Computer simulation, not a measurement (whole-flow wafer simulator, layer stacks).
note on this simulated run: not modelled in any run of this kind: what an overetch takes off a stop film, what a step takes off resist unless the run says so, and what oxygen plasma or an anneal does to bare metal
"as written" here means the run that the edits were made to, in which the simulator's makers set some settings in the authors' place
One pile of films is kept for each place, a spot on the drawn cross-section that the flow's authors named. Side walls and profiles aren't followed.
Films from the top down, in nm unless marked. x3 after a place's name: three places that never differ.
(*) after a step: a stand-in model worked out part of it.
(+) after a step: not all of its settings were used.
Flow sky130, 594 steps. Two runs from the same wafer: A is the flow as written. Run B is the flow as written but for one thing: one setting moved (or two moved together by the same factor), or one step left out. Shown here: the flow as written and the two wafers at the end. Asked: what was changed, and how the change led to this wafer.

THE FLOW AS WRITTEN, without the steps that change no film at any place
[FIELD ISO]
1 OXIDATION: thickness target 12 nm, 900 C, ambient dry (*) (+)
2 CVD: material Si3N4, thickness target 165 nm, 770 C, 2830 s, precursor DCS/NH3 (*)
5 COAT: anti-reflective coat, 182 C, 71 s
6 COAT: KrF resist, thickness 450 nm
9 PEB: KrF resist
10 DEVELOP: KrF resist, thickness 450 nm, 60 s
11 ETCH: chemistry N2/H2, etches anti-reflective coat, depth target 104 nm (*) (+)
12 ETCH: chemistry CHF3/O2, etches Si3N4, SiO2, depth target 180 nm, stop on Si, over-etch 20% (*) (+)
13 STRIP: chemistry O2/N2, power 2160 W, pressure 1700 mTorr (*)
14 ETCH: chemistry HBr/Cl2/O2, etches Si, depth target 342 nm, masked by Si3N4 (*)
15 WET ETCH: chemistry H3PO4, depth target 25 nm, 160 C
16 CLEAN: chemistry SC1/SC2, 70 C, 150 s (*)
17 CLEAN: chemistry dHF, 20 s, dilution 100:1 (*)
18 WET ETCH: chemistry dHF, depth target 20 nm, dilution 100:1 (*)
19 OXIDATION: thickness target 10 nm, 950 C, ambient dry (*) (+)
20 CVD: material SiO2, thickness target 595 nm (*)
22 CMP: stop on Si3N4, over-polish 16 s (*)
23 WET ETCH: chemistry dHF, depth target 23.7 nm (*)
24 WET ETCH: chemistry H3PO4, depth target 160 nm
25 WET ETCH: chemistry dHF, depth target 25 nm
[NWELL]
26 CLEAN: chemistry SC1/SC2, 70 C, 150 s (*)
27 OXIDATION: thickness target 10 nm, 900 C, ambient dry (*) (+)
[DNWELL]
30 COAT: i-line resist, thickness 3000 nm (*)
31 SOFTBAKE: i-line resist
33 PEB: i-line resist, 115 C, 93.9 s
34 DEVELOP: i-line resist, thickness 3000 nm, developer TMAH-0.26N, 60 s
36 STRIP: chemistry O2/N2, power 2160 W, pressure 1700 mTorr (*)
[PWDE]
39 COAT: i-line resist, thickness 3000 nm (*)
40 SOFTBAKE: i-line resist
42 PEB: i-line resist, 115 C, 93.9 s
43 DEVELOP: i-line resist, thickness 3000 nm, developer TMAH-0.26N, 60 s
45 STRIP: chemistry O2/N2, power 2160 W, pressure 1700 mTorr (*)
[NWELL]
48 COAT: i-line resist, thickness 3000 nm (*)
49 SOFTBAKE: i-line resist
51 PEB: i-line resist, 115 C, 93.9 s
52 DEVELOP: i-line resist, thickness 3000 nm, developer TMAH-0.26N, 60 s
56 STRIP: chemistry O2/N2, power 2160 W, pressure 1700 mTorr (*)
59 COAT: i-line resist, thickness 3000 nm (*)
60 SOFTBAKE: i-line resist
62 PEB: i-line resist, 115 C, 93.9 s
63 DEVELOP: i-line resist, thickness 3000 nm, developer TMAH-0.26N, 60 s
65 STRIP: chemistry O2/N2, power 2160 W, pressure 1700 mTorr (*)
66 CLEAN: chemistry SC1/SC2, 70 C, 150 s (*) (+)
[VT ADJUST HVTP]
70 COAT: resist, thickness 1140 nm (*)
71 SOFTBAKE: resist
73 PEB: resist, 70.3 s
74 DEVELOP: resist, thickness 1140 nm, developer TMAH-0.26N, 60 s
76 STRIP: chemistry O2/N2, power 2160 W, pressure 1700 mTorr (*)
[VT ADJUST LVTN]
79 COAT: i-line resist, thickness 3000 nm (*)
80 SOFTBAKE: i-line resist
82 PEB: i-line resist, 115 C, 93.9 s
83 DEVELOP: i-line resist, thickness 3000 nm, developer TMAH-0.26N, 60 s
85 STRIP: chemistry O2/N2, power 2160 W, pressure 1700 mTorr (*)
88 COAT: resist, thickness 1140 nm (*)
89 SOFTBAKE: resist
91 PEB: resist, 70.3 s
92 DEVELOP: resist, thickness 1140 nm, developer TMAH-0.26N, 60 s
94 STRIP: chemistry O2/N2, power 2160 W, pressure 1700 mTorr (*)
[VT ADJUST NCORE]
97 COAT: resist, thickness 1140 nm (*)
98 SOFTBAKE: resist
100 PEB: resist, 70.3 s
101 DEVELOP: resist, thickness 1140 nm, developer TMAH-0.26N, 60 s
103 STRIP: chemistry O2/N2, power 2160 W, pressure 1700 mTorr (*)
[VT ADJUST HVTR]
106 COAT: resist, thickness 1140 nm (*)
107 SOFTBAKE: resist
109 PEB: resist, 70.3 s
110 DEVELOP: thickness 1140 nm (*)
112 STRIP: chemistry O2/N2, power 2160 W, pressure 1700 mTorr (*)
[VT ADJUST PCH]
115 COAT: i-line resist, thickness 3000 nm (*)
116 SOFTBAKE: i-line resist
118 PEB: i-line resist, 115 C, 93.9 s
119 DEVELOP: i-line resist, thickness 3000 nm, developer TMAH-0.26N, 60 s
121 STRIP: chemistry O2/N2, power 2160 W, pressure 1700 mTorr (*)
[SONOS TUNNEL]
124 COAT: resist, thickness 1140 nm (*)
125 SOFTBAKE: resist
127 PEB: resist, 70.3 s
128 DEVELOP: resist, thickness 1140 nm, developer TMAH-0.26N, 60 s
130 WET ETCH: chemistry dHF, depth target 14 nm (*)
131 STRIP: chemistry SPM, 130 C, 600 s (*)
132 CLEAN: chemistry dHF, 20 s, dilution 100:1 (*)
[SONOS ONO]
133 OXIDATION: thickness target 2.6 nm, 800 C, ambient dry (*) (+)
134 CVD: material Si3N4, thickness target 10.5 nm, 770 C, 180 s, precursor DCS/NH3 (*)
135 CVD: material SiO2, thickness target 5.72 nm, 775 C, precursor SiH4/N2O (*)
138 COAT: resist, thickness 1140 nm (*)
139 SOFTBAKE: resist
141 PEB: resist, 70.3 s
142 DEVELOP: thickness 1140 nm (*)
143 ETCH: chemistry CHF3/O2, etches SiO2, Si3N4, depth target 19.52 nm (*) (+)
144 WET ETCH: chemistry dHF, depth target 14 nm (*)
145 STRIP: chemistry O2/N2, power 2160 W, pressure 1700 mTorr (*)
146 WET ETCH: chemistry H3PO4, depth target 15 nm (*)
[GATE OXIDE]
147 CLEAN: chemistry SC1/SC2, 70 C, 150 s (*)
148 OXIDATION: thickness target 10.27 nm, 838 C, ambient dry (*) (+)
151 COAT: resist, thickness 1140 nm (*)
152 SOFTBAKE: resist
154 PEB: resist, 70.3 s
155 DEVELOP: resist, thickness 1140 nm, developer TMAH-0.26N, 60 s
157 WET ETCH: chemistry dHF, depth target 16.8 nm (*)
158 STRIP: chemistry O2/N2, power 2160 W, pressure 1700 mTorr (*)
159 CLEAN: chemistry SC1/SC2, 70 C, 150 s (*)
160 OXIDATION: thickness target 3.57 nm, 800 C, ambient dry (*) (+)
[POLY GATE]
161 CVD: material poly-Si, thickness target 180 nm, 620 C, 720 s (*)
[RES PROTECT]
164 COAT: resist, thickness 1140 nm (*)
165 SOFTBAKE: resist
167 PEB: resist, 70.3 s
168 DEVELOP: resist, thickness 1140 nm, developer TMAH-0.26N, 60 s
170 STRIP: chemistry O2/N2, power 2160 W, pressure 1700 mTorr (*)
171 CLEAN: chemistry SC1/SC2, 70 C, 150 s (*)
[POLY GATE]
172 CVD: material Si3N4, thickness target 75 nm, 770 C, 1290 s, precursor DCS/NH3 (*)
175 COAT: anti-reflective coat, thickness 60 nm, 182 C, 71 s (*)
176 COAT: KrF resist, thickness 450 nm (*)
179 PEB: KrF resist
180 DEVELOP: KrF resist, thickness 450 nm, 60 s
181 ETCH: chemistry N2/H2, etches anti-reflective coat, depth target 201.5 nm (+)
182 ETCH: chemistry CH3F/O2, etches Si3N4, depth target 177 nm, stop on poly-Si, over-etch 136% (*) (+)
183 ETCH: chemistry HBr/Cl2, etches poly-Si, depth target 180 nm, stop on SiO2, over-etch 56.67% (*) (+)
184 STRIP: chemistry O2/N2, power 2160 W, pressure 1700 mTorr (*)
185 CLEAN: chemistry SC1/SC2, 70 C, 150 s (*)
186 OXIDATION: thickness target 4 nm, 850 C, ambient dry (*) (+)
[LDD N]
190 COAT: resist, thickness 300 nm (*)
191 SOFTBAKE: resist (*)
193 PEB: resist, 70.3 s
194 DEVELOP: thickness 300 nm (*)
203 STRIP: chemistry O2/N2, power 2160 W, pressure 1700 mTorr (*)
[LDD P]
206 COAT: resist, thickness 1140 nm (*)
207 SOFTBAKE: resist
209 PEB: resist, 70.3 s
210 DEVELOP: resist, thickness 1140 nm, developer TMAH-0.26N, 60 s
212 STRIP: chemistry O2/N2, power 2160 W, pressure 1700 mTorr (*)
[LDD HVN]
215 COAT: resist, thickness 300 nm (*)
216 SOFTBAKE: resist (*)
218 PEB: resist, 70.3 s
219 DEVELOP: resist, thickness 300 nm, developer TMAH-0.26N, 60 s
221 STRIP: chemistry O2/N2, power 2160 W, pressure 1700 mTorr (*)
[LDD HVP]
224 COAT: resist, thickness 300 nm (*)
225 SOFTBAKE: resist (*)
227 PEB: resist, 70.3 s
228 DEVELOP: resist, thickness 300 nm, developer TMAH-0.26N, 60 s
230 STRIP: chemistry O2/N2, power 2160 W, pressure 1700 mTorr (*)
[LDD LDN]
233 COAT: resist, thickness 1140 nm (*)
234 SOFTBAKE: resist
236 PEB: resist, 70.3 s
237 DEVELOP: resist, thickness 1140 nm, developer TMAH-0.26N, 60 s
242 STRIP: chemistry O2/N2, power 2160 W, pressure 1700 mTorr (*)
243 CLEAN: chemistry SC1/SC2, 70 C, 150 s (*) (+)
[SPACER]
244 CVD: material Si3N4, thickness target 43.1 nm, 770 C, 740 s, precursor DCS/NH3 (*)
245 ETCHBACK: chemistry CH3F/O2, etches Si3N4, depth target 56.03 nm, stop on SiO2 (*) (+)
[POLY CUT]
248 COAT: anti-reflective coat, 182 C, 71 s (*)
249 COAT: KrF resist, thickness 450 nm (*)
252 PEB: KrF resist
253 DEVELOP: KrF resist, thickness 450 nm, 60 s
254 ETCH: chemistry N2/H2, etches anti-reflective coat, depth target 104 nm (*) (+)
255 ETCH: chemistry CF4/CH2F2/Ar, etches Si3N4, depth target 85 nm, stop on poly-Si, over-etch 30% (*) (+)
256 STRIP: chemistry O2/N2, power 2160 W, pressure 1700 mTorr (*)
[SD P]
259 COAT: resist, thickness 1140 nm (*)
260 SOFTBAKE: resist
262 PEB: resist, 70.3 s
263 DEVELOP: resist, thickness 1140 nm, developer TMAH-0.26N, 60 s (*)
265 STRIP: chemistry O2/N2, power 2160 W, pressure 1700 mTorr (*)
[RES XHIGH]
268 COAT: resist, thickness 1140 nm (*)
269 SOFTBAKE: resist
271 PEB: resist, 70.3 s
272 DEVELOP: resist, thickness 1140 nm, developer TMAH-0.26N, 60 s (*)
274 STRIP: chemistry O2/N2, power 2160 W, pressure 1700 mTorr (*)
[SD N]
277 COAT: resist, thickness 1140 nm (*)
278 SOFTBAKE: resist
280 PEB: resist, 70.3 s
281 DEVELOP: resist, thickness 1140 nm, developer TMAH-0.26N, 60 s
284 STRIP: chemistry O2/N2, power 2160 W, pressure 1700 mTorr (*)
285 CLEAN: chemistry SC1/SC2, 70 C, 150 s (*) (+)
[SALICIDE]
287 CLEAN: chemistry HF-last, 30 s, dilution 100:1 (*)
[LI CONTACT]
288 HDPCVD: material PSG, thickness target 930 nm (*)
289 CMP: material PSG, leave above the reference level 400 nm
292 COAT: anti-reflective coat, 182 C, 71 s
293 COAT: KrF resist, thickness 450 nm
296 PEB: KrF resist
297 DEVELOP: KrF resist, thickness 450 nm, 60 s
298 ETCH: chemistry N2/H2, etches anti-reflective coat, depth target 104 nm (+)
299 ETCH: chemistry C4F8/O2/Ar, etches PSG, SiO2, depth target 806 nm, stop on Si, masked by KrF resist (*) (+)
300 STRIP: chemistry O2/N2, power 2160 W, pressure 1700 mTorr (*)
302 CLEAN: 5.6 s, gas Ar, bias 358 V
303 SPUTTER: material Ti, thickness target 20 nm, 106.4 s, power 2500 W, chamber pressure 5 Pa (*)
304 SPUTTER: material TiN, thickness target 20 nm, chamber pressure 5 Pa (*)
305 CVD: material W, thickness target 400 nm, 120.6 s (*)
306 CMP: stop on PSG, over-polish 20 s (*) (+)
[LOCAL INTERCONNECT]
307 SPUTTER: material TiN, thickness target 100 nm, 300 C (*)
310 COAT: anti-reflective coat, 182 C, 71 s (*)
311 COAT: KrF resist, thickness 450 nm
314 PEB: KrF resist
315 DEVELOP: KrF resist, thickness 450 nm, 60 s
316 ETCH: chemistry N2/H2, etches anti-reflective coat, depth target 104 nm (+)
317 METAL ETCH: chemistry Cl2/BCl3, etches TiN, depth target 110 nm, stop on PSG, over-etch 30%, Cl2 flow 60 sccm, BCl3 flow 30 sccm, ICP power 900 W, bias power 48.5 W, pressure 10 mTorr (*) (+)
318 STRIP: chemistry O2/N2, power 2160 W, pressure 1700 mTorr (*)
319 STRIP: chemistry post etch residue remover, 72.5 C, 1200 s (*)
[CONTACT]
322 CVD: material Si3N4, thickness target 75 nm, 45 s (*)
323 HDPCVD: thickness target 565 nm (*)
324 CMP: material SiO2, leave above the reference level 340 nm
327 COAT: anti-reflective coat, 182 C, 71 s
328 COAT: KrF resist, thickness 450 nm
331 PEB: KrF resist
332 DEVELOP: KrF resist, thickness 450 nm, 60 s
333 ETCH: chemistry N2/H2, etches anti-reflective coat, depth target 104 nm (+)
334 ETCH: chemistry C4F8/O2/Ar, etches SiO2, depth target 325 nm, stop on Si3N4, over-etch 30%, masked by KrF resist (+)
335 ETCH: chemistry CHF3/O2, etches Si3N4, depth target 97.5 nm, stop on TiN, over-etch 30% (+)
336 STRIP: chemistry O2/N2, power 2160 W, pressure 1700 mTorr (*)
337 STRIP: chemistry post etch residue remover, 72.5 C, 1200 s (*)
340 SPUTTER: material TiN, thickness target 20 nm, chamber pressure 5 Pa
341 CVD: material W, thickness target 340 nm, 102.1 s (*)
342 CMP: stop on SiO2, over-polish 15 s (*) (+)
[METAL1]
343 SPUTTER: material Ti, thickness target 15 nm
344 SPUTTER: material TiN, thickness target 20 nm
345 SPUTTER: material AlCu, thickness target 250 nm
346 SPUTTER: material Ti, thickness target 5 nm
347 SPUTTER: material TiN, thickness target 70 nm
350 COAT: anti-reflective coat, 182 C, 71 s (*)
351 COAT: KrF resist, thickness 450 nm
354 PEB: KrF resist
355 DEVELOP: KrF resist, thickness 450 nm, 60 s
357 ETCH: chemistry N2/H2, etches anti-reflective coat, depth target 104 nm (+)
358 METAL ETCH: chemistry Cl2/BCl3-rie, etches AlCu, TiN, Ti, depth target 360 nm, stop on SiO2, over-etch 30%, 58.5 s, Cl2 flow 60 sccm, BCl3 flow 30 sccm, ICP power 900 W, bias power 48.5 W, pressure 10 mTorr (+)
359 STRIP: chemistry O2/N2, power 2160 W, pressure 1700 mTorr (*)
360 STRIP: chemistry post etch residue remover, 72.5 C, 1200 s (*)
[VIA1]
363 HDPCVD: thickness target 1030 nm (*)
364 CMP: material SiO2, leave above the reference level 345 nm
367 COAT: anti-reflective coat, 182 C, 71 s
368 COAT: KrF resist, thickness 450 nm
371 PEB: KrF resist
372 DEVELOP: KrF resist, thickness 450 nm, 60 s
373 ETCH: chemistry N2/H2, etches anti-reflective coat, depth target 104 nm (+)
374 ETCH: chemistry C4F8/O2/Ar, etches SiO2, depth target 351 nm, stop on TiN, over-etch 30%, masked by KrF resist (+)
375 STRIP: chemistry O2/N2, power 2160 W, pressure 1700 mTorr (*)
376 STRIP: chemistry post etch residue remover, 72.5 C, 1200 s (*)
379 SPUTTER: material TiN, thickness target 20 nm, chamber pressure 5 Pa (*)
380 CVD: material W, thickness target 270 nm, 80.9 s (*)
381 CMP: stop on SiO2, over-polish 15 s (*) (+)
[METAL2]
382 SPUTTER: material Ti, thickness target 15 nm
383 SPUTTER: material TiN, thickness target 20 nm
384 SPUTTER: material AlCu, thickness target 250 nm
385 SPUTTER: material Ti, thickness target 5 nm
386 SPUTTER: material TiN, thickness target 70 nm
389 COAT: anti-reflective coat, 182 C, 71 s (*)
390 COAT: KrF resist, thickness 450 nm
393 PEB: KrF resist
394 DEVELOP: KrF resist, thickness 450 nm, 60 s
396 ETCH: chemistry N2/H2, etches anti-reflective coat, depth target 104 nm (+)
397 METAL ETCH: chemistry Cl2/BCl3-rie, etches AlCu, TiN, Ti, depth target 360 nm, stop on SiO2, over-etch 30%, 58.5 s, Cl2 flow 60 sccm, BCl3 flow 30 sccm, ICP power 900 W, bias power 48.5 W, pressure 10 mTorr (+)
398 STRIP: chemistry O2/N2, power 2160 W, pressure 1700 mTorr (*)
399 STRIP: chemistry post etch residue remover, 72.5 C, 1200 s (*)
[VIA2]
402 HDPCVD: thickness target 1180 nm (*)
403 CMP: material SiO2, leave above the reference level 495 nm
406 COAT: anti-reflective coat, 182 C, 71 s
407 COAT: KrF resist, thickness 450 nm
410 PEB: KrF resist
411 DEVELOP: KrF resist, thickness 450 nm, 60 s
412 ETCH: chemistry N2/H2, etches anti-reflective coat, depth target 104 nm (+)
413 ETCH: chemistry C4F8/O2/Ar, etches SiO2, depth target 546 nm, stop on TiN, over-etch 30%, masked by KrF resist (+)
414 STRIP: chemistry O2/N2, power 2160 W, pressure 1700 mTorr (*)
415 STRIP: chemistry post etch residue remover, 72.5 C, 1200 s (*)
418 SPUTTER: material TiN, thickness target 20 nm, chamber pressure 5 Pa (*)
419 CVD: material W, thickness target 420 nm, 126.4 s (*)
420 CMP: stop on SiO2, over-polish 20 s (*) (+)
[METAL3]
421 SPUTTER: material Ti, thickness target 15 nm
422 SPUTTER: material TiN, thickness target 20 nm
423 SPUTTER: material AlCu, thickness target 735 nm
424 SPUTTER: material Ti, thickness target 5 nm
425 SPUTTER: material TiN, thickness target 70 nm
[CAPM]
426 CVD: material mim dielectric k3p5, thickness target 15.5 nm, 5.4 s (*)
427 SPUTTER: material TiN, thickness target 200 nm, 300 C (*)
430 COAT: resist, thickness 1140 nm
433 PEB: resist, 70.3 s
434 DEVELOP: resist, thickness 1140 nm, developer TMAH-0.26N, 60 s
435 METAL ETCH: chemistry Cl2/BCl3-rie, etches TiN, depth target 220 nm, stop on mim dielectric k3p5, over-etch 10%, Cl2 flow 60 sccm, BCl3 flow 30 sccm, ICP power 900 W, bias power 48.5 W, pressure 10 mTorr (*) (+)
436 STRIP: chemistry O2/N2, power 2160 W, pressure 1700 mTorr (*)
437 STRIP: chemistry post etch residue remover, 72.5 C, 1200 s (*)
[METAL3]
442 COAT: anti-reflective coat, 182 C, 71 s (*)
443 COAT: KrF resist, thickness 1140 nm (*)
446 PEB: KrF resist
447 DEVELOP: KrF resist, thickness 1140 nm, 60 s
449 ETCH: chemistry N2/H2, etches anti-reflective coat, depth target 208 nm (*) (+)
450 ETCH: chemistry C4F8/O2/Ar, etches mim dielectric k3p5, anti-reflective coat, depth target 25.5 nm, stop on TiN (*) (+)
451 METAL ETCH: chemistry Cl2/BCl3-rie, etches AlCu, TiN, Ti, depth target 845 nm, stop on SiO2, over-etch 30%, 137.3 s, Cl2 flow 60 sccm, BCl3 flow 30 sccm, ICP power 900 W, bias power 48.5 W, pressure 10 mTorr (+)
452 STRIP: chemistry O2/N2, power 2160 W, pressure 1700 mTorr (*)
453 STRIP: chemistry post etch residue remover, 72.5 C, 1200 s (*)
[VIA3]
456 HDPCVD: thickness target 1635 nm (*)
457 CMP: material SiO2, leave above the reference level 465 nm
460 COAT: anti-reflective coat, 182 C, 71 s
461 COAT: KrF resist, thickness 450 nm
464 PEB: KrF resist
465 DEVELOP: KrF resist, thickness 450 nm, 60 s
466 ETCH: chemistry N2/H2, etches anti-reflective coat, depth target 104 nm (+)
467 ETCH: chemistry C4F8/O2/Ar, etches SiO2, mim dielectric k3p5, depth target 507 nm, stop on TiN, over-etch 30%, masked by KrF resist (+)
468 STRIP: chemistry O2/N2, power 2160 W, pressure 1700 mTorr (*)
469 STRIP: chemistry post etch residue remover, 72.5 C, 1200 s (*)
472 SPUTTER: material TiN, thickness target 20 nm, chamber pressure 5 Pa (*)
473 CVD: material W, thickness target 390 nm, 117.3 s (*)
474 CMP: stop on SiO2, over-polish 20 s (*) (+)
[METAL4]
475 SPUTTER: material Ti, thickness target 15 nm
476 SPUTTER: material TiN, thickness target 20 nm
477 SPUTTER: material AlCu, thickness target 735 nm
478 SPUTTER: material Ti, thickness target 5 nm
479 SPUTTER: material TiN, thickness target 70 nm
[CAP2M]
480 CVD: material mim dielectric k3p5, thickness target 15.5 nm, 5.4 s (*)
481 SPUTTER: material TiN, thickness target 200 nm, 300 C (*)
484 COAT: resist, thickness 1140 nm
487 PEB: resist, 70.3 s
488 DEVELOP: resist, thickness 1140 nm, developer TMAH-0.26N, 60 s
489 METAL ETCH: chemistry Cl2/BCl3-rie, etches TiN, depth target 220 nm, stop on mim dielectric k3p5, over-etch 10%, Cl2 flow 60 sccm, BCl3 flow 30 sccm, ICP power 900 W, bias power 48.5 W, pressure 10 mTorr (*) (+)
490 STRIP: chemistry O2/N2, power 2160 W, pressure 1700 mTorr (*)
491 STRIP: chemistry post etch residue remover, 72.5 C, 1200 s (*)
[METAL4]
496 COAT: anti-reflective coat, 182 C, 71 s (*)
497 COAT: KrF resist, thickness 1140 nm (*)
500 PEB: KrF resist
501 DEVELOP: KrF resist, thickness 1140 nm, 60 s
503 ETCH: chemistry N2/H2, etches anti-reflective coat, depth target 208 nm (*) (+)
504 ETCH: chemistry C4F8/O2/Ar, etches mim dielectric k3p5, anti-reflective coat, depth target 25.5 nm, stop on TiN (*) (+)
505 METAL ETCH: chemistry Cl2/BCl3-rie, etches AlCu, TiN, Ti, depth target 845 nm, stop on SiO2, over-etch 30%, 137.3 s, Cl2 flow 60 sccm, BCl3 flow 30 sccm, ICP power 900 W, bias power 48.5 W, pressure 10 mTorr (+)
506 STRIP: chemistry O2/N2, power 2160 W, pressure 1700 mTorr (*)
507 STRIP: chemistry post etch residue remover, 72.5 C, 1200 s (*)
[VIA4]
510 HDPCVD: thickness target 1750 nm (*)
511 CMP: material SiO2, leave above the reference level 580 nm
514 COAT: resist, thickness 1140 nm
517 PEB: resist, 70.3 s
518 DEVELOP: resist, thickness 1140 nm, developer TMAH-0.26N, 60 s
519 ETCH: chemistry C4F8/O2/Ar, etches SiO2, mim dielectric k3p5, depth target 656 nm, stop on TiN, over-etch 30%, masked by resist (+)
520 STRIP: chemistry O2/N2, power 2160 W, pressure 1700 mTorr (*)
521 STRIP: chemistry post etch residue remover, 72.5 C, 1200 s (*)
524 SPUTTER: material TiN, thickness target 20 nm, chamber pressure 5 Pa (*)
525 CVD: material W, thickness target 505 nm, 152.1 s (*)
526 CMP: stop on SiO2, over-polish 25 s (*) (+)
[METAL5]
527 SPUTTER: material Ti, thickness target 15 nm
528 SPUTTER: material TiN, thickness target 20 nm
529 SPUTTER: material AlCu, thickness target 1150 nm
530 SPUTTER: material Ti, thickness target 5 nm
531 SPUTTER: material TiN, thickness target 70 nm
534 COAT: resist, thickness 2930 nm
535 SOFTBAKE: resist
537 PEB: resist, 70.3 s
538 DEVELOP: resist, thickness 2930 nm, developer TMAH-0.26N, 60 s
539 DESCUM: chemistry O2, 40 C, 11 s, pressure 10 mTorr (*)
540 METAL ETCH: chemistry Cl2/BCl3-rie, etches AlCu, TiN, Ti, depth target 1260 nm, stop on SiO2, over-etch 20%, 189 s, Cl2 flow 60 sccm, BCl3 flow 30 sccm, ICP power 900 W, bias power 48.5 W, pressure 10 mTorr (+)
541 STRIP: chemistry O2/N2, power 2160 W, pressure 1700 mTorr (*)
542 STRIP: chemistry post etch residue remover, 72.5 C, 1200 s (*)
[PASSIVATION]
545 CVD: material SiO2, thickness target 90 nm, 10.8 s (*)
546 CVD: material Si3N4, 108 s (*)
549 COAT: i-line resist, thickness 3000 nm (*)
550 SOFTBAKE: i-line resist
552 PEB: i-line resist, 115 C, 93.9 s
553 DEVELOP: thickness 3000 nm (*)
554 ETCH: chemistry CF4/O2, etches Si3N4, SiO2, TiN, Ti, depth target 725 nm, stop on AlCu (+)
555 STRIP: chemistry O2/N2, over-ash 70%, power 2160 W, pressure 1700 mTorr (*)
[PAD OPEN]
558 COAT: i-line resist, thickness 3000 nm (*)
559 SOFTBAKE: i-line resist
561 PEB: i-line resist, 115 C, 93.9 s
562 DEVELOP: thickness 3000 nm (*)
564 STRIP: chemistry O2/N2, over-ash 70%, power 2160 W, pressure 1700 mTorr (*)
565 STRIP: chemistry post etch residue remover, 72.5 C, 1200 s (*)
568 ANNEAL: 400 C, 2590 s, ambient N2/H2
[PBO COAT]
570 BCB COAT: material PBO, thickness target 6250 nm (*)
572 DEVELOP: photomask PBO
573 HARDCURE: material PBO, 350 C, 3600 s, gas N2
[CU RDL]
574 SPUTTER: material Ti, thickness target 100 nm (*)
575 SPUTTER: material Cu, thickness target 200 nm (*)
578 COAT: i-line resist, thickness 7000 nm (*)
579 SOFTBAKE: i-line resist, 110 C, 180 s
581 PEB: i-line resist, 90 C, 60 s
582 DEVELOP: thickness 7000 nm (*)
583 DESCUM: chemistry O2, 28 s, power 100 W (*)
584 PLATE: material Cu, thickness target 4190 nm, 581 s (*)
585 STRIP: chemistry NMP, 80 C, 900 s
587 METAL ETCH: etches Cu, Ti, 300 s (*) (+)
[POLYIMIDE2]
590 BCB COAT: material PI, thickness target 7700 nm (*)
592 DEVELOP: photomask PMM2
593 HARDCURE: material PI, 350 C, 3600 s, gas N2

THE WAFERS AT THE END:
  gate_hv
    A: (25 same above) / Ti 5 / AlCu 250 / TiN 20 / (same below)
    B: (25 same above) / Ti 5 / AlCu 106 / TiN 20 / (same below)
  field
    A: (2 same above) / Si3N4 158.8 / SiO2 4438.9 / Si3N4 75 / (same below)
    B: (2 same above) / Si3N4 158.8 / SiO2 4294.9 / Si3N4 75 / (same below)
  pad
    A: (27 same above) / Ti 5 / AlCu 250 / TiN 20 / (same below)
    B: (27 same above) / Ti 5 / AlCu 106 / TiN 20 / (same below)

The cause: step 345, SPUTTER: thickness target 106 nm was run, where the flow has thickness target 250 nm.
It can be read off the wafer: gate_hv has AlCu 106, and step 345 as written asks for 250 nm.

How the change led to this, step by step:
  345 SPUTTER: material AlCu, thickness target 250 nm
      field, active, n_well and 188 more: A AlCu +250 (new film) | B AlCu +106 (new film)
  358 METAL ETCH: chemistry Cl2/BCl3-rie, etches AlCu, TiN, Ti, depth target 360 nm, stop on SiO2, over-etch 30%, 58.5 s, Cl2 flow 60 sccm, BCl3 flow 30 sccm, ICP power 900 W, bias power 48.5 W, pressure 10 mTorr (+)
      field, active, gate and 81 more: A TiN -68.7 (all of it), Ti -5 (all of it), AlCu -250 (all of it), TiN -20 (all of it), Ti -15 (all of it), SiO2 -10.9 | B TiN -68.7 (all of it), Ti -5 (all of it), AlCu -106 (all of it), TiN -20 (all of it), Ti -15 (all of it), SiO2 -25.3
  364 CMP: material SiO2, leave above the reference level 345 nm
      field, active, gate and 81 more: A SiO2 -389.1 | B SiO2 -518.7
